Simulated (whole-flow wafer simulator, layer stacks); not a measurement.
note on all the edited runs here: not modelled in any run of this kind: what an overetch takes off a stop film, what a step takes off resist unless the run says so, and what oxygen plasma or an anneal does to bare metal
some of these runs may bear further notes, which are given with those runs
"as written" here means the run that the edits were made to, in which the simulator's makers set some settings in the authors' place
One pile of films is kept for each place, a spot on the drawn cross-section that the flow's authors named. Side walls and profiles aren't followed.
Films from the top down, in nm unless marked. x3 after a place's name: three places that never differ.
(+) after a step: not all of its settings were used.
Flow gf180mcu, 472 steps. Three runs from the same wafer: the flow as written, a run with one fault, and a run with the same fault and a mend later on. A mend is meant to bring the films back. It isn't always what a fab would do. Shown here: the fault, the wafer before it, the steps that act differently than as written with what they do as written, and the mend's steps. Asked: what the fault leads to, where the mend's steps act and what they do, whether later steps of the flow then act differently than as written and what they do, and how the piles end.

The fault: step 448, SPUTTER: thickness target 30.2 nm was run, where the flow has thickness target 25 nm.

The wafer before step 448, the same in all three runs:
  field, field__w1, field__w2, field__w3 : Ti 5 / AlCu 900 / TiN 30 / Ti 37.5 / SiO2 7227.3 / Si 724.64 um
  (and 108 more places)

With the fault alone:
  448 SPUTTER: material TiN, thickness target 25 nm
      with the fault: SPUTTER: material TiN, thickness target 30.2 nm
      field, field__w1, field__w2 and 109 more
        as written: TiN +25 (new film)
        with the fault: TiN +30.2 (new film)
  Later steps of the flow that act differently than as written (4 more steps differ only slightly, by at most 2% or 0.5 nm, whichever is larger, and aren't shown):
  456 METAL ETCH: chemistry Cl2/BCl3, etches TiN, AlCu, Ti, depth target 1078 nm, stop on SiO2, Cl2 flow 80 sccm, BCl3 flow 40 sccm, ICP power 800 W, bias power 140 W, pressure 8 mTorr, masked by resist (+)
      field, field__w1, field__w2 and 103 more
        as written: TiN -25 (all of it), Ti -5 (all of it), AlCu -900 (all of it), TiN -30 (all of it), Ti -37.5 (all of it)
        with the fault: TiN -30.2 (all of it), Ti -5 (all of it), AlCu -900 (all of it), TiN -30 (all of it), Ti -37.5 (all of it)
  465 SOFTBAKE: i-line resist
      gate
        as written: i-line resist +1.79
        with the fault: i-line resist -0.3
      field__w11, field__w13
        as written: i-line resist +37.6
        with the fault: i-line resist +31.2
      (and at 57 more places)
  At the end the piles differ from the flow's by more than 2% or 0.5 nm, whichever is larger, at field__w8, contact, m1, m1__w1, pad, m1_nw.
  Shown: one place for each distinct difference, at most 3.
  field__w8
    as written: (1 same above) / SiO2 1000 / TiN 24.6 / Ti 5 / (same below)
    with the fault: (1 same above) / SiO2 1000 / TiN 29.8 / Ti 5 / (same below)
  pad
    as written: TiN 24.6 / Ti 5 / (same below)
    with the fault: TiN 29.8 / Ti 5 / (same below)

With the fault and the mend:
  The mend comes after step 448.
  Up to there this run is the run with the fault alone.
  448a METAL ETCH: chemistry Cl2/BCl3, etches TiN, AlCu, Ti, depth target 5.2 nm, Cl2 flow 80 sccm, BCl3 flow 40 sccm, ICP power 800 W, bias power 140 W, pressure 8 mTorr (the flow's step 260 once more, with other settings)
      field, field__w1, field__w2 and 109 more
        TiN -5.2
  No later step of the flow acts differently than as written at any place that is followed.
  At the end the piles are the same as the flow's at every place that both follow.
